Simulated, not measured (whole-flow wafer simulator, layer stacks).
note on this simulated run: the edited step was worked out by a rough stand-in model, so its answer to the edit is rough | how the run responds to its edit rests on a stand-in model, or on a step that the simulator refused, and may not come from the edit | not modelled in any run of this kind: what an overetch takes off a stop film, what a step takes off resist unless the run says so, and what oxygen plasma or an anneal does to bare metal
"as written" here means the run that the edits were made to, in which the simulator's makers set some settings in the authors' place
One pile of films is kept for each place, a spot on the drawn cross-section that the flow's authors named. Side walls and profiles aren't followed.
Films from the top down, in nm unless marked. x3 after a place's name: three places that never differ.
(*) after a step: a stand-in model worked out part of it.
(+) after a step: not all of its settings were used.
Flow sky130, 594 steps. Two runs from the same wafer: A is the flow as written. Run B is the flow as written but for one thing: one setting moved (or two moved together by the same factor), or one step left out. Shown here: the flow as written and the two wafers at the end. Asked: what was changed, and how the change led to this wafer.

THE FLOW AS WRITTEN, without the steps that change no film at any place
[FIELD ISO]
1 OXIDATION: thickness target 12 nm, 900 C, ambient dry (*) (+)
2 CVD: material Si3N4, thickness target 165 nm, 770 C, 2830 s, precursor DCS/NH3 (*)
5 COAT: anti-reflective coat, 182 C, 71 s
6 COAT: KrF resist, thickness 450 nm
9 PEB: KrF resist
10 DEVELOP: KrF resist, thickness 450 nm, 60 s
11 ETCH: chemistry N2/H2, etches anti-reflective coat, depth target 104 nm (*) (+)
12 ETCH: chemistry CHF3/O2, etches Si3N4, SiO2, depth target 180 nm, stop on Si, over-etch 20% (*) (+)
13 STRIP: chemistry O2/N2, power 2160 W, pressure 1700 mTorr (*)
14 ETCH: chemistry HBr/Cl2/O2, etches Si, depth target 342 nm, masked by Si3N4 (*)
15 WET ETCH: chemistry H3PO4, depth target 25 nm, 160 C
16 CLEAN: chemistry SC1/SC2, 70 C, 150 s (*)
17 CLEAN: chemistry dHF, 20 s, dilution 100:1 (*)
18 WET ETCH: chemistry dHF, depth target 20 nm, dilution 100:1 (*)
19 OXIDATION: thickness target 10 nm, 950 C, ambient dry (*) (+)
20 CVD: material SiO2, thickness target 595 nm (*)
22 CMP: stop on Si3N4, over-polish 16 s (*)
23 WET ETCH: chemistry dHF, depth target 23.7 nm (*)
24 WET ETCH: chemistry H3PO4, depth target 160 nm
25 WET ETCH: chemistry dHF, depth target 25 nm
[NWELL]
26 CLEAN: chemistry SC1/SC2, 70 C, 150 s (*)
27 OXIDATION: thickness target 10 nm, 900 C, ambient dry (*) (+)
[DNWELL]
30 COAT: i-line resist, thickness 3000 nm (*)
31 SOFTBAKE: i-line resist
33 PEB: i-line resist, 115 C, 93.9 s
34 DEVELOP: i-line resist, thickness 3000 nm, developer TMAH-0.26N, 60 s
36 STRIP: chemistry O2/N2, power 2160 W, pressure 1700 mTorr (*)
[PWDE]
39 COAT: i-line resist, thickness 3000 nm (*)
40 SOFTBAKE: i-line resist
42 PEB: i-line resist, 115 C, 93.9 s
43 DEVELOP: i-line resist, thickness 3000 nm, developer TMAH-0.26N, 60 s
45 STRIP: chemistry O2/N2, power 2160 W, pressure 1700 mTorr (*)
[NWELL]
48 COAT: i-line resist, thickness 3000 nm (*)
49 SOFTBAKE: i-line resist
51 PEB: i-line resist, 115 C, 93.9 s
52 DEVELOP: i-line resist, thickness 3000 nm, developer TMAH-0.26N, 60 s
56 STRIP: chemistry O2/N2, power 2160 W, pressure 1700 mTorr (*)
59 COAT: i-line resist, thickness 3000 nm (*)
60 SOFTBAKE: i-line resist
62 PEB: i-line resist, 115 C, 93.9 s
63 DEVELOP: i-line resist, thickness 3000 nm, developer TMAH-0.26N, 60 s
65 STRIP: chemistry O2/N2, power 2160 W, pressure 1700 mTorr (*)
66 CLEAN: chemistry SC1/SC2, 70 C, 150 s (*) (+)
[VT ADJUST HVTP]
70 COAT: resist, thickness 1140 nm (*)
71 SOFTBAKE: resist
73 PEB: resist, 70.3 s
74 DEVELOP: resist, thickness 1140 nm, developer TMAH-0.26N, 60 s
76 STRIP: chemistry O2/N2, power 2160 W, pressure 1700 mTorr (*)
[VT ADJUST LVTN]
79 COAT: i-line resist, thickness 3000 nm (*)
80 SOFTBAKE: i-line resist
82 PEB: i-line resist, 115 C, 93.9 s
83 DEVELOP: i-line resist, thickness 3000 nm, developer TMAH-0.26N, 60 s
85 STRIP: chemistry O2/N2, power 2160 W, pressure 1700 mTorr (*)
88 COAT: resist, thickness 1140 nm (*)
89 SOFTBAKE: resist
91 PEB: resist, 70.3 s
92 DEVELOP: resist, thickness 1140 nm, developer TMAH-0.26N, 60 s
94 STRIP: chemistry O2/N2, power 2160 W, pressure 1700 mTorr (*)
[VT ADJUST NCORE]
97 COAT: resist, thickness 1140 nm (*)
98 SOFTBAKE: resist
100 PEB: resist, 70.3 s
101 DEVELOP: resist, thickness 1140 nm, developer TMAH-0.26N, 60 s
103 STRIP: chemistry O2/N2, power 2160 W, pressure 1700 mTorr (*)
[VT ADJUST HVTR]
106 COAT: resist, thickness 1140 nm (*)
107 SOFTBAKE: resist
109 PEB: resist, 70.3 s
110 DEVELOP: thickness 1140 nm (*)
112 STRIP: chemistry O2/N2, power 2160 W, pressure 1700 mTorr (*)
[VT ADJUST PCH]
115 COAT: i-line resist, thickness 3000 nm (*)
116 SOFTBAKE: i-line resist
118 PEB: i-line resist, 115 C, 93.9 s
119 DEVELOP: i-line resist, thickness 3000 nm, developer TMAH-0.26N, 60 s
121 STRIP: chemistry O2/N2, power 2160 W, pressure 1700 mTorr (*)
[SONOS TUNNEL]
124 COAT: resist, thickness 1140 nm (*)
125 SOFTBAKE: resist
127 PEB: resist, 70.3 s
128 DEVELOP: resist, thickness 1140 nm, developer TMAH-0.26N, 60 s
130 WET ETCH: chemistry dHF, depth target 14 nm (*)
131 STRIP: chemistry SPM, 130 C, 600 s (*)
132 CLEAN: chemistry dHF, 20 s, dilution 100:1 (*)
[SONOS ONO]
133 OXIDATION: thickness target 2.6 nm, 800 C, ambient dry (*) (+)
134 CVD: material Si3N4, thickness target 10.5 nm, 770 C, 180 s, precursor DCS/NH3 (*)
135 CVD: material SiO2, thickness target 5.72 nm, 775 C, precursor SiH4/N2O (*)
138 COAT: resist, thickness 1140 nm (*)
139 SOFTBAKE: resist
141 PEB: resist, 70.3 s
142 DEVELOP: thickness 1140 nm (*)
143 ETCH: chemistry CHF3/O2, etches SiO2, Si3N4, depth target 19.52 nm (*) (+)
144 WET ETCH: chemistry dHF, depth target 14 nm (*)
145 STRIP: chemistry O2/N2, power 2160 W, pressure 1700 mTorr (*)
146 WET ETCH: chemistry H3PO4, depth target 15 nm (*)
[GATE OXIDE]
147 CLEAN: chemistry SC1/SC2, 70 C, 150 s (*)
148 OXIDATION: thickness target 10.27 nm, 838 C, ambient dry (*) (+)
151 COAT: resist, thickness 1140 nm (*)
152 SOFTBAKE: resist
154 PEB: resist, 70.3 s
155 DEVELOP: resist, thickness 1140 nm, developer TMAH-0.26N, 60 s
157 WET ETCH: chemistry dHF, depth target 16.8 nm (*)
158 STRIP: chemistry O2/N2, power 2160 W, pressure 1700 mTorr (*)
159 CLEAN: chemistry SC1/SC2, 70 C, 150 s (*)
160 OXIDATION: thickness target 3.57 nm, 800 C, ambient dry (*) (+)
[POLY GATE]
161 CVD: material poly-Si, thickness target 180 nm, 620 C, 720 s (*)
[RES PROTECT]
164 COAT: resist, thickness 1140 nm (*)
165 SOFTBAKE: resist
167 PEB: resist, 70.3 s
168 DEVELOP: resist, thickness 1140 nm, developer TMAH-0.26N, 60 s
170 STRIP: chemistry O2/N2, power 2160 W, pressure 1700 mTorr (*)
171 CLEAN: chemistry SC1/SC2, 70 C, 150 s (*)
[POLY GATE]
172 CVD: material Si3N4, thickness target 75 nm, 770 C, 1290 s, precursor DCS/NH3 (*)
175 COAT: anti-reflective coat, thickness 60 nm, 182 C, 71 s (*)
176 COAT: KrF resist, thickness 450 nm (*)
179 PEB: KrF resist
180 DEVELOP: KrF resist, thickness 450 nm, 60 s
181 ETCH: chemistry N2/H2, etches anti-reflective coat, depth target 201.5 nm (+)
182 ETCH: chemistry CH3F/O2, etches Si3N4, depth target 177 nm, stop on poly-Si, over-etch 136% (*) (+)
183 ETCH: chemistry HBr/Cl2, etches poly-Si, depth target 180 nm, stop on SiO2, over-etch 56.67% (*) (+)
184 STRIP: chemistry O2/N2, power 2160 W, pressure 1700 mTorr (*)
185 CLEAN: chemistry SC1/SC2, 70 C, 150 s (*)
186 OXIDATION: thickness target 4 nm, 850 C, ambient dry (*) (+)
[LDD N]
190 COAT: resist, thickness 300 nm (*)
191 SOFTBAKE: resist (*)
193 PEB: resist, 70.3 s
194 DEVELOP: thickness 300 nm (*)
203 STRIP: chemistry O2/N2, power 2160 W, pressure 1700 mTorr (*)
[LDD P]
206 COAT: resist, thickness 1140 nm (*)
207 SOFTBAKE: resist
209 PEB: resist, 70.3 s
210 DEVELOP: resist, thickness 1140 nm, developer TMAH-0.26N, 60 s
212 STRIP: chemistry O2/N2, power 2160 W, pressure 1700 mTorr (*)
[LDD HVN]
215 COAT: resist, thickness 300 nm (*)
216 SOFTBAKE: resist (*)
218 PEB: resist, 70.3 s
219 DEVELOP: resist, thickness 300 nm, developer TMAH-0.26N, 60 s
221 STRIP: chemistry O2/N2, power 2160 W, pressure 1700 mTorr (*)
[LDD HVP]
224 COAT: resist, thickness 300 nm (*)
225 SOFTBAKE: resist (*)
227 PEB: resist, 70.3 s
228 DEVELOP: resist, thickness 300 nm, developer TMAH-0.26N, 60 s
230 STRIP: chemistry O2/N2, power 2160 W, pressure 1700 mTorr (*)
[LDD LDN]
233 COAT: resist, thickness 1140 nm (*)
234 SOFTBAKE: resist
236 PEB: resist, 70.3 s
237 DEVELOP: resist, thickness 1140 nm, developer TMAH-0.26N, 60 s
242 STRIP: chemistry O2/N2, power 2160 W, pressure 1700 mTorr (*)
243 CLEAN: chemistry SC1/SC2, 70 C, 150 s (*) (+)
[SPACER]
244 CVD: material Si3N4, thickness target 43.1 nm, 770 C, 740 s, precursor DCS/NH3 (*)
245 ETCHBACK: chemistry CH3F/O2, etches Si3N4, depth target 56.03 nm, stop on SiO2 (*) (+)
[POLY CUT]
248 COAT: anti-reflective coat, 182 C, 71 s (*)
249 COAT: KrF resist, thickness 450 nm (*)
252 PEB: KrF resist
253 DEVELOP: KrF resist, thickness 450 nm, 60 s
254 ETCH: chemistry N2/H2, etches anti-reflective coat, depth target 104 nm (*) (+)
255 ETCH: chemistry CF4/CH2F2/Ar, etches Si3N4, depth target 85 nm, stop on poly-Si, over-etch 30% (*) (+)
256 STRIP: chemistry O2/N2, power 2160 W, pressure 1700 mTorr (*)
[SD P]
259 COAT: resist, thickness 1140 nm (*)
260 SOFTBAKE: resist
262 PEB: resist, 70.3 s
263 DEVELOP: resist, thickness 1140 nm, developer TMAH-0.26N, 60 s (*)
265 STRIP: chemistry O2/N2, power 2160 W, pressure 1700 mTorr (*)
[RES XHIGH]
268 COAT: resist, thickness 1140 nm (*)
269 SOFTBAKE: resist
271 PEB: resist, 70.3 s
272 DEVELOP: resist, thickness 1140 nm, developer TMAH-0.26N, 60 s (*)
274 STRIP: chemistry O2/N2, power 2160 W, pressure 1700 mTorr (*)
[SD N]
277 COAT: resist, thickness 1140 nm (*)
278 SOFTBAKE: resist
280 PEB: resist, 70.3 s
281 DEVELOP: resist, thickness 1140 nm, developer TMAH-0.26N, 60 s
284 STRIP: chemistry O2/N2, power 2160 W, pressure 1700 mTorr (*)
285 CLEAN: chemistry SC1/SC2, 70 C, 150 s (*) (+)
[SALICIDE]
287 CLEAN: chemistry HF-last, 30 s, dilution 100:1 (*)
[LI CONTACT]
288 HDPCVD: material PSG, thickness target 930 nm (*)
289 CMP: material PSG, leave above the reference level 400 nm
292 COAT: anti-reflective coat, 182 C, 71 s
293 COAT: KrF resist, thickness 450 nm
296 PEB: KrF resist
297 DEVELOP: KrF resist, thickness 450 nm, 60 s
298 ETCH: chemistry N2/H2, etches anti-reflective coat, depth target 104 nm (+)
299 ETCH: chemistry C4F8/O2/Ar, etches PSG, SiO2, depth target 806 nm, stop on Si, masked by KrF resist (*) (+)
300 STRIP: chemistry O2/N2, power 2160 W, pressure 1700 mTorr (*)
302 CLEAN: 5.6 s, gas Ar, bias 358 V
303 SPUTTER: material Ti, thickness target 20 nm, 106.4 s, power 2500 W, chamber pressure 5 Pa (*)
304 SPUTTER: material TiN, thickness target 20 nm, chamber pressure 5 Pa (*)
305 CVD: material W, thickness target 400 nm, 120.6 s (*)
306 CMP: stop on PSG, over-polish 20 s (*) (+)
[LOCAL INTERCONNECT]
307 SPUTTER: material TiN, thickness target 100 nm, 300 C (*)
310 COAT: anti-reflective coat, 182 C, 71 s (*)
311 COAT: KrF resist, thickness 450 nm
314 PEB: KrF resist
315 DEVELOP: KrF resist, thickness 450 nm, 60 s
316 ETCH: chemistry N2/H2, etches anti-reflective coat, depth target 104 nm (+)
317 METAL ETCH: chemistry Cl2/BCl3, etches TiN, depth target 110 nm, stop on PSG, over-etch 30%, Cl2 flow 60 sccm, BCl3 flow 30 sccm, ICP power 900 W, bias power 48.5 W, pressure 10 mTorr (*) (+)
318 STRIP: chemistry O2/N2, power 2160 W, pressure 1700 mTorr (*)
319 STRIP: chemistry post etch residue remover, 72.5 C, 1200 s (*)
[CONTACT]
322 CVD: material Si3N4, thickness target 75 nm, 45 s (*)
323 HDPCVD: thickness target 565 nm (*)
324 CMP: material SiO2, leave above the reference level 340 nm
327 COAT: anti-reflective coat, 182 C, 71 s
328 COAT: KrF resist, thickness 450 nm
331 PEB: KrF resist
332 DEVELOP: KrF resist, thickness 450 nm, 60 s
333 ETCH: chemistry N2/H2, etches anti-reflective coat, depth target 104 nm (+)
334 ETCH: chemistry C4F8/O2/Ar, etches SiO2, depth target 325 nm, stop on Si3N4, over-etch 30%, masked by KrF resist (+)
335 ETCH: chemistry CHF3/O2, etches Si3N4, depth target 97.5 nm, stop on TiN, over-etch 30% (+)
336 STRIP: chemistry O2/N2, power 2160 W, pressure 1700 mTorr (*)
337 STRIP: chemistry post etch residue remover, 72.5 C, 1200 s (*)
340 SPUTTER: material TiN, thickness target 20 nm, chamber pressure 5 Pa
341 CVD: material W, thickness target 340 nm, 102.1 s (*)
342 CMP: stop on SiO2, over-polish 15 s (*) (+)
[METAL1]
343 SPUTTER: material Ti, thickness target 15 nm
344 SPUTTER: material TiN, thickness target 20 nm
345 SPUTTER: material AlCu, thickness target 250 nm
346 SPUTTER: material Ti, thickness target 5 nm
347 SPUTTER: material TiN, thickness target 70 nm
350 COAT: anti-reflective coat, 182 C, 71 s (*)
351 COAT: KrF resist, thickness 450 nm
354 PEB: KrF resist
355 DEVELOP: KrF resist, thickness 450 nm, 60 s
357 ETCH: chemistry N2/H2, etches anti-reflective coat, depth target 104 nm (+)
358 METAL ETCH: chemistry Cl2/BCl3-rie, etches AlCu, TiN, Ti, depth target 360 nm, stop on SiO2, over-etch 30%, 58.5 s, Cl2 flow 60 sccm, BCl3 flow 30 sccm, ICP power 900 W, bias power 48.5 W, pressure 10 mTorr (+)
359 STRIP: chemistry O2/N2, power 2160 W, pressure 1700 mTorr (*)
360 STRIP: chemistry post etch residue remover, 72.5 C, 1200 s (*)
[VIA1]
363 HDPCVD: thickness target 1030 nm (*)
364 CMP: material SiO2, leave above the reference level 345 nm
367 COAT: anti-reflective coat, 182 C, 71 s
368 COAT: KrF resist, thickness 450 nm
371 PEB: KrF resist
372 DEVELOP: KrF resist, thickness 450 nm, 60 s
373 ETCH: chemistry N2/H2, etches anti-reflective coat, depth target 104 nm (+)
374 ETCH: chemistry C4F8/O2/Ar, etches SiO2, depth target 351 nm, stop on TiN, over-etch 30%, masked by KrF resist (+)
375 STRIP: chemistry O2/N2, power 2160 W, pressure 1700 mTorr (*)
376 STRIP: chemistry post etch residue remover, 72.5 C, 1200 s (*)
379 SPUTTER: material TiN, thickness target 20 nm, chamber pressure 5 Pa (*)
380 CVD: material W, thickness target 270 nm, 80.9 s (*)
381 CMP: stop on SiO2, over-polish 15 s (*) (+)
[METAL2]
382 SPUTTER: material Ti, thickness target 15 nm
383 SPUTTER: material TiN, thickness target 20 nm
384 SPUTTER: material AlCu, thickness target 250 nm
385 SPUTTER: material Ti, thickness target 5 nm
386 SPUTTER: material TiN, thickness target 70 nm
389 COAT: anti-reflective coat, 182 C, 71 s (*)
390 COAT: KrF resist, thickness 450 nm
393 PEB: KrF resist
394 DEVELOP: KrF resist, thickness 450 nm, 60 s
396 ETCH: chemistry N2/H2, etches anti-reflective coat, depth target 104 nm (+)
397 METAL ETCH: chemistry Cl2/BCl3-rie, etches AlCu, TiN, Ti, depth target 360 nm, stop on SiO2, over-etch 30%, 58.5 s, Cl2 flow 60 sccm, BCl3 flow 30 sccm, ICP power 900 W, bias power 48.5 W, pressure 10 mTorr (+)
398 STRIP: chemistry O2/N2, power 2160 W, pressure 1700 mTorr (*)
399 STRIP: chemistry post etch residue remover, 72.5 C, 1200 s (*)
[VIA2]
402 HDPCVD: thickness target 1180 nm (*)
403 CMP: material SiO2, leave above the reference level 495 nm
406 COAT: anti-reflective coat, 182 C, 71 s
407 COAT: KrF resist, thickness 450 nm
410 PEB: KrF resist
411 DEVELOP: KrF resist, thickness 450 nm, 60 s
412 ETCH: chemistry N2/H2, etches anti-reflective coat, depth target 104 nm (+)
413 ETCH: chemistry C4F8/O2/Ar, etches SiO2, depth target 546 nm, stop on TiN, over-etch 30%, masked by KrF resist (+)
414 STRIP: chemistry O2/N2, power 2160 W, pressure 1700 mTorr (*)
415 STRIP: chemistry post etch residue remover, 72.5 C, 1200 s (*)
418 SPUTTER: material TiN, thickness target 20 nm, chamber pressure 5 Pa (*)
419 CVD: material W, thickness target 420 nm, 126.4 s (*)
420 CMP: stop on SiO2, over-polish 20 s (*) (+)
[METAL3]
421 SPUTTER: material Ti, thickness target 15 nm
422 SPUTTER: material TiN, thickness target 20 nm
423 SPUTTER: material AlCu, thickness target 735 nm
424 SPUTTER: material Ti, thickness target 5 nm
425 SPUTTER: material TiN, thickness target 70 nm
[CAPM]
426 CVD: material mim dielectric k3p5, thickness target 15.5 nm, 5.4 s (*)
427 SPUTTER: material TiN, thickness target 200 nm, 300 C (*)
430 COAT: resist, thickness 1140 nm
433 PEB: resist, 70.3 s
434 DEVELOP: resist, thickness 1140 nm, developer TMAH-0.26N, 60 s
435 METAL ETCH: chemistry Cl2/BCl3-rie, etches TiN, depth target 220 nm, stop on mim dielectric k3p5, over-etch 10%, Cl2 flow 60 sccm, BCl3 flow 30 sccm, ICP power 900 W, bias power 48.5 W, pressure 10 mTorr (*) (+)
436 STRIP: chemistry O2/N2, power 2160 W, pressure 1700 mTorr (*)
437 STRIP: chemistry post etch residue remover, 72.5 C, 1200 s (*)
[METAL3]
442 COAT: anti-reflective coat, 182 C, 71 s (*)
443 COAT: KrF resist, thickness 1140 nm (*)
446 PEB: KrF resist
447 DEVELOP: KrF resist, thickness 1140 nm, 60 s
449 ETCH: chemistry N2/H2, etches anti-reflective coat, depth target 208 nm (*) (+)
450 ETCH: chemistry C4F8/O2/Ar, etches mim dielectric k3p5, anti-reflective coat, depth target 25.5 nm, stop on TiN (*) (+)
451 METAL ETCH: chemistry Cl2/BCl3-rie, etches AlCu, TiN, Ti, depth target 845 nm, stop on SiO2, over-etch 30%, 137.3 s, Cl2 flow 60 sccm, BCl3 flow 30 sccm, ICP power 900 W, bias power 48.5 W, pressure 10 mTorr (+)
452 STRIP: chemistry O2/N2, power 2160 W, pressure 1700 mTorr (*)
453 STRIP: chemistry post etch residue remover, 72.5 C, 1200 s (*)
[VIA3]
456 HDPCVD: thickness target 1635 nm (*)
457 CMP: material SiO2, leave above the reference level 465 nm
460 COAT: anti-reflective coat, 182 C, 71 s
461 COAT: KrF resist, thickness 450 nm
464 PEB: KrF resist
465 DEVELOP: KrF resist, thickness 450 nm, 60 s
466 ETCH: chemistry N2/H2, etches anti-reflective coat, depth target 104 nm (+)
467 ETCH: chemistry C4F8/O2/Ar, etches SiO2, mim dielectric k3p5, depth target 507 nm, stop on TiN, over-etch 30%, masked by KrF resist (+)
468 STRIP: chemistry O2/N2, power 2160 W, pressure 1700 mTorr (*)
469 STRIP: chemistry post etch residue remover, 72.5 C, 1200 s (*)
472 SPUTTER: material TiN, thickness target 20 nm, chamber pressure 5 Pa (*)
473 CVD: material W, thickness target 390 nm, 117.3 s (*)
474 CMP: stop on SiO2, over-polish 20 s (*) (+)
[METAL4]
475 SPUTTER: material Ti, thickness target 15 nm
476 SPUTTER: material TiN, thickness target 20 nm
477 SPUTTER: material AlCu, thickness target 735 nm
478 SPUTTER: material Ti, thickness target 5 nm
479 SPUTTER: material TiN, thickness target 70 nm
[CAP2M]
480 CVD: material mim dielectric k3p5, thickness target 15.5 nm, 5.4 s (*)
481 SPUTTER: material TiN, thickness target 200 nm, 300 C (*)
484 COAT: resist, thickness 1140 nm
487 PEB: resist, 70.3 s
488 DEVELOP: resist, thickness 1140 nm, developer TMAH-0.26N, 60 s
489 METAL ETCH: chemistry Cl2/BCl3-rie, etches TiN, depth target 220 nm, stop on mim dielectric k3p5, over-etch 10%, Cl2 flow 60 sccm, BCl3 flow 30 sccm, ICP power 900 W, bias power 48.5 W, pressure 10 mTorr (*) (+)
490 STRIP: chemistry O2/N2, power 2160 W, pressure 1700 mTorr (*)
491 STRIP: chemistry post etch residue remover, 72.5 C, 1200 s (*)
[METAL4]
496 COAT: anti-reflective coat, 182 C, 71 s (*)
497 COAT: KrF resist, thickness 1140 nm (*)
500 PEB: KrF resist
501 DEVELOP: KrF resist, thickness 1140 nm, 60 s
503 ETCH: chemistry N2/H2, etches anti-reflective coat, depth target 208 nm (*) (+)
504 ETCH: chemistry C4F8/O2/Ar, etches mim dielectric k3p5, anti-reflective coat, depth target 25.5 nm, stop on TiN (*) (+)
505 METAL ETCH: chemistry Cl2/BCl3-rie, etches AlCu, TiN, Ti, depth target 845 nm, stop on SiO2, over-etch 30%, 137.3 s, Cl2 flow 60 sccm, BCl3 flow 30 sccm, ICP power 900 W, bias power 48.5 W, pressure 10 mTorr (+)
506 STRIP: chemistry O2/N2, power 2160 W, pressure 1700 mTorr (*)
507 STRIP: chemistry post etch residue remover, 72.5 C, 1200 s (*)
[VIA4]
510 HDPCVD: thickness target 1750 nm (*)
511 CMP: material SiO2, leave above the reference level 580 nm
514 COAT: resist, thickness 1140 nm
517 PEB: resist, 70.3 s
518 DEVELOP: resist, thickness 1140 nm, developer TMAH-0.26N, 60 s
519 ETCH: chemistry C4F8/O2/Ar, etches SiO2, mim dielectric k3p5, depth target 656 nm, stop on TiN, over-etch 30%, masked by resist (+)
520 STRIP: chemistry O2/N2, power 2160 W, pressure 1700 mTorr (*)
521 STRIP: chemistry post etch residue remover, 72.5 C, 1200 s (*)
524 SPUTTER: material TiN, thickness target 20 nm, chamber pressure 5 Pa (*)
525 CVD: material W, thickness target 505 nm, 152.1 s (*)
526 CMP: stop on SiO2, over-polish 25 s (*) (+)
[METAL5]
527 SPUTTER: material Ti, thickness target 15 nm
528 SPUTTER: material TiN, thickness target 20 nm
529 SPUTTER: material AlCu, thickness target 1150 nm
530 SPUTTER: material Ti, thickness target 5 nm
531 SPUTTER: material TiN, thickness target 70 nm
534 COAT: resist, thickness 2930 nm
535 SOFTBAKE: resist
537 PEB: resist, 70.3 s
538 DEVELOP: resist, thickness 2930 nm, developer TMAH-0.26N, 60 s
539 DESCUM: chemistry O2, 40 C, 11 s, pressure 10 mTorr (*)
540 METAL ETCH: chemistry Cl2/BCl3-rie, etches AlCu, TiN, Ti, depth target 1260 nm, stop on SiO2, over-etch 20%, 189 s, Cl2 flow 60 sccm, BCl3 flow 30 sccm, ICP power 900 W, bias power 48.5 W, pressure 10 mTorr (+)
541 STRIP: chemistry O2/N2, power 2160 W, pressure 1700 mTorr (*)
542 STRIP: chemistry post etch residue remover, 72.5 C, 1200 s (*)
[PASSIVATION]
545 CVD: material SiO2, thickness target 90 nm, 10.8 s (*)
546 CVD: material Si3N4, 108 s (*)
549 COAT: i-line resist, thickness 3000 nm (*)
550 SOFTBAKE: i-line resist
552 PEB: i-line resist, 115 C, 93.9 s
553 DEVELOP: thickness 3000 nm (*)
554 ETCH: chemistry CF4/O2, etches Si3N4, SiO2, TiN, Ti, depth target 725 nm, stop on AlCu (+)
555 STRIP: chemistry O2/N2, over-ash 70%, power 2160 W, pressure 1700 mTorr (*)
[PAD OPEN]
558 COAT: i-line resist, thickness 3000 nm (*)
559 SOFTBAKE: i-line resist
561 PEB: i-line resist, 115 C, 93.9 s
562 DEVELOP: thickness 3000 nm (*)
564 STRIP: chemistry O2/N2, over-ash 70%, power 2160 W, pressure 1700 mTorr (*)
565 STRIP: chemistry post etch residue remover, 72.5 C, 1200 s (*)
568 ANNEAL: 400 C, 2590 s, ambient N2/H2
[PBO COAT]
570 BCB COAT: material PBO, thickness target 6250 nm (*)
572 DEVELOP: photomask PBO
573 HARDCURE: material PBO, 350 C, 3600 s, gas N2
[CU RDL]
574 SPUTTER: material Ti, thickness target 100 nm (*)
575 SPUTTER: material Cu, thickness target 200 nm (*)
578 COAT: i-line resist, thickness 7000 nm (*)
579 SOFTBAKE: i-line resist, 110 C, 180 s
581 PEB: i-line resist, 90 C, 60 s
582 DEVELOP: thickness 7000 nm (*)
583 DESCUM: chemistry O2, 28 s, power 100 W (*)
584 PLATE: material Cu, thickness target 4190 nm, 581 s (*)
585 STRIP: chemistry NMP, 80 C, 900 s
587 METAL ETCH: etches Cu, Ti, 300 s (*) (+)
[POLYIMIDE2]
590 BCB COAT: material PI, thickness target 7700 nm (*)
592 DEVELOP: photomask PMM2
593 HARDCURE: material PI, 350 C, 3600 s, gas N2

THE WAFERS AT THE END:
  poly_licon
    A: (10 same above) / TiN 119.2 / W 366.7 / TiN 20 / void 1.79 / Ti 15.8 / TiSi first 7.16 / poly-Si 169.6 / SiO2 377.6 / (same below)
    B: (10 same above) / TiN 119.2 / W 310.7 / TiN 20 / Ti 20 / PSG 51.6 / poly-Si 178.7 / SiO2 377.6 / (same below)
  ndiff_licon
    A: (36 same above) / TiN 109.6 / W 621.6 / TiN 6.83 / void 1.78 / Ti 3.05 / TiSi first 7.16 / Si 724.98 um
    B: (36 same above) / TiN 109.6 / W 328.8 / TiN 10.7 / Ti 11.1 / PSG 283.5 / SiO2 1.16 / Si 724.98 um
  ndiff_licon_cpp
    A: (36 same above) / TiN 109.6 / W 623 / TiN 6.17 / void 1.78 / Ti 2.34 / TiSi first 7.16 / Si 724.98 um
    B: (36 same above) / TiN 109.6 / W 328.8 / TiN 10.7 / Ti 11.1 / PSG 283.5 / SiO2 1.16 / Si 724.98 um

The cause: step 299, ETCH: depth target 355 nm was run, where the flow has depth target 806 nm.

How the change led to this, step by step:
  299 ETCH: chemistry C4F8/O2/Ar, etches PSG, SiO2, depth target 806 nm, stop on Si, masked by KrF resist (*) (+)
      contact, ndiff_licon, ndiff_licon_cpp: A PSG -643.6 (all of it), SiO2 -1.16 (all of it) | B PSG -355
      poly_licon, rpo_hd_licon: A PSG -411.7 (all of it) | B PSG -355
      (and at 187 more places)
  300 STRIP: chemistry O2/N2, power 2160 W, pressure 1700 mTorr (*)
      contact, ndiff_licon, ndiff_licon_cpp: A chemical SiO2 +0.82 (new film), Si -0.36 | B nothing
      poly_licon, rpo_hd_licon: A chemical SiO2 +0.82 (new film), poly-Si -0.36 | B nothing
      (and at 187 more places)
  302 CLEAN: 5.6 s, gas Ar, bias 358 V
      contact, ndiff_licon, ndiff_licon_cpp: A chemical SiO2 -0.82 (all of it) | B PSG -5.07
      poly_licon, rpo_hd_licon: A chemical SiO2 -0.82 (all of it), poly-Si -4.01 | B PSG -5.07
  303 SPUTTER: material Ti, thickness target 20 nm, 106.4 s, power 2500 W, chamber pressure 5 Pa (*)
      ndiff_licon: A Ti +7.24 (new film) | B Ti +11.1 (new film)
      ndiff_licon_cpp: A Ti +6.53 (new film) | B Ti +11.1 (new film)
      (and at 1 more place)
  304 SPUTTER: material TiN, thickness target 20 nm, chamber pressure 5 Pa (*)
      ndiff_licon: A TiN +6.83 (new film) | B TiN +10.7 (new film)
      ndiff_licon_cpp: A TiN +6.17 (new film) | B TiN +10.7 (new film)
      (and at 1 more place)
  305 CVD: material W, thickness target 400 nm, 120.6 s (*)
      ndiff_licon: A W +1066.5 (new film) | B W +773.7 (new film)
      ndiff_licon_cpp: A W +1067.9 (new film) | B W +773.7 (new film)
      (and at 1 more place)
  306 CMP: stop on PSG, over-polish 20 s (*) (+)
      poly_licon: A W -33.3 | B W -89.3
  568 ANNEAL: 400 C, 2590 s, ambient N2/H2
      poly_licon, rpo_hd_licon: A under 11 films: void +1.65 (new film), Ti -3.85, TiSi first +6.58 (new film), poly-Si -4.38 | B nothing
      ndiff_licon, ndiff_licon_cpp: A under 37 films: void +1.63 (new film), Ti -3.85, TiSi first +6.58 (new film), Si -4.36 | B nothing
Counting metal films that touch as one body, poly_licon has 1 body; the flow as written gives 2 bodies (between them, from the top down: void 1.79).
Counting metal films that touch as one body, ndiff_licon has 5 bodies (between them, from the top down: SiO2 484 / mim dielectric k3p5 15.5; SiO2 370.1 / mim dielectric k3p5 15.5; SiO2 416; SiO2 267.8); the flow as written gives 6 bodies (between them, from the top down: SiO2 484 / mim dielectric k3p5 15.5; SiO2 370.1 / mim dielectric k3p5 15.5; SiO2 416; SiO2 267.8; void 1.78).
Counting metal films that touch as one body, ndiff_licon_cpp has 5 bodies (between them, from the top down: SiO2 484 / mim dielectric k3p5 15.5; SiO2 370.1 / mim dielectric k3p5 15.5; SiO2 416; SiO2 267.8); the flow as written gives 6 bodies (between them, from the top down: SiO2 484 / mim dielectric k3p5 15.5; SiO2 370.1 / mim dielectric k3p5 15.5; SiO2 416; SiO2 267.8; void 1.78).
